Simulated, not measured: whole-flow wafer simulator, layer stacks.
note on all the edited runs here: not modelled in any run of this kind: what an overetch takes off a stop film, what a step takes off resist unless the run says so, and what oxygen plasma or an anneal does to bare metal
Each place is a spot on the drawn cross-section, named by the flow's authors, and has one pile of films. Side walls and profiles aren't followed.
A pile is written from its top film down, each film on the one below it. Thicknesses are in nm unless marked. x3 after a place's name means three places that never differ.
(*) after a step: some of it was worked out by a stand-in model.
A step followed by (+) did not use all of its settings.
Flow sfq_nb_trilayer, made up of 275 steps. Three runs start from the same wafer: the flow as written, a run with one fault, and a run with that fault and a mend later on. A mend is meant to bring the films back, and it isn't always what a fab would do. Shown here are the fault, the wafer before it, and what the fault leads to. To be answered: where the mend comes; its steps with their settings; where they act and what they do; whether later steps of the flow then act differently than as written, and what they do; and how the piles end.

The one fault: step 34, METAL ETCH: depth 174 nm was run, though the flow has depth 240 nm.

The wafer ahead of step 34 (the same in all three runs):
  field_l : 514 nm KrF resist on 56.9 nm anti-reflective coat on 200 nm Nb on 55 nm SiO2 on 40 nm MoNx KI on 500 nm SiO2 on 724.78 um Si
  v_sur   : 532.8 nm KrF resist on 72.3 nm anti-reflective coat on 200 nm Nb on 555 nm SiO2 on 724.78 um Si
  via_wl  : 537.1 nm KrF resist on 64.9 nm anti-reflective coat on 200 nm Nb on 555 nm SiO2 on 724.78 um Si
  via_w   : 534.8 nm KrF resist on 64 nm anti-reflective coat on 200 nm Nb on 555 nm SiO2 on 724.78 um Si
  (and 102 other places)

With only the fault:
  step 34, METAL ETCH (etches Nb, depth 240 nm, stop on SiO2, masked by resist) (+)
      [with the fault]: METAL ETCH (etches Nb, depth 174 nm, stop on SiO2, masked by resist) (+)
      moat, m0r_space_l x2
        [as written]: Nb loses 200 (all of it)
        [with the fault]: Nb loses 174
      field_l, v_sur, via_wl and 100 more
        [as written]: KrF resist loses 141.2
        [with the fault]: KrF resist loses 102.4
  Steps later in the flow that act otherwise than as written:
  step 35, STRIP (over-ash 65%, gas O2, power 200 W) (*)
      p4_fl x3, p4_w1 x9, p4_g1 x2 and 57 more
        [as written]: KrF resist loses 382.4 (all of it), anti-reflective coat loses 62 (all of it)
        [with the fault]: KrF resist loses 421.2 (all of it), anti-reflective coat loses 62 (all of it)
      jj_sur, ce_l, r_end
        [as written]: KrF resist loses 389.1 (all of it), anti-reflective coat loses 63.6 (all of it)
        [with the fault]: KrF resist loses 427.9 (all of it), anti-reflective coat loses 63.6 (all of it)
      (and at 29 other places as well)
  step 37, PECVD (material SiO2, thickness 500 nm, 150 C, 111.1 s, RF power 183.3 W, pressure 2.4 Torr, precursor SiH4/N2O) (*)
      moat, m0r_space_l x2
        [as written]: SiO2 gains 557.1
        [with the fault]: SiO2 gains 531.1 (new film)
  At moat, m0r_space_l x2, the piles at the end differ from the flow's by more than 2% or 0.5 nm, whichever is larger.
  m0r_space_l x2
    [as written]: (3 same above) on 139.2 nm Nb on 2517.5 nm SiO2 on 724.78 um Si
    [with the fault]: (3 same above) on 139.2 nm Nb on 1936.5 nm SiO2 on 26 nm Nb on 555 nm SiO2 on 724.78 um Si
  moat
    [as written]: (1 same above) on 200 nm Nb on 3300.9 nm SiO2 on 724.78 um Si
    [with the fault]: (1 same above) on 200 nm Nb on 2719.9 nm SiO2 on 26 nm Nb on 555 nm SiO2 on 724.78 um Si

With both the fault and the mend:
  The mend stands after step 34.
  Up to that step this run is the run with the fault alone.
  step 34a, METAL ETCH (etches Nb, depth 66 nm, stop on SiO2, masked by resist) (+) (the flow's step 34 again, with other settings)
      field_l, v_sur, via_wl and 100 more
        KrF resist loses 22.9
      moat, m0r_space_l x2
        Nb loses 26 (all of it)
  Steps later in the flow that act otherwise than as written:
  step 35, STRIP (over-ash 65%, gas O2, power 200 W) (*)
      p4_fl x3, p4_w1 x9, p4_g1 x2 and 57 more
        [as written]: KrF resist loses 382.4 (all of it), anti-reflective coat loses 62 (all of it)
        [with the mend]: KrF resist loses 398.3 (all of it), anti-reflective coat loses 62 (all of it)
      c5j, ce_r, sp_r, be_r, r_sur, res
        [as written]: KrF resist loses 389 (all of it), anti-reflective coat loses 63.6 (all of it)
        [with the mend]: KrF resist loses 404.9 (all of it), anti-reflective coat loses 63.6 (all of it)
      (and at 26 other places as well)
  The piles end the same as the flow's at every place that both follow.
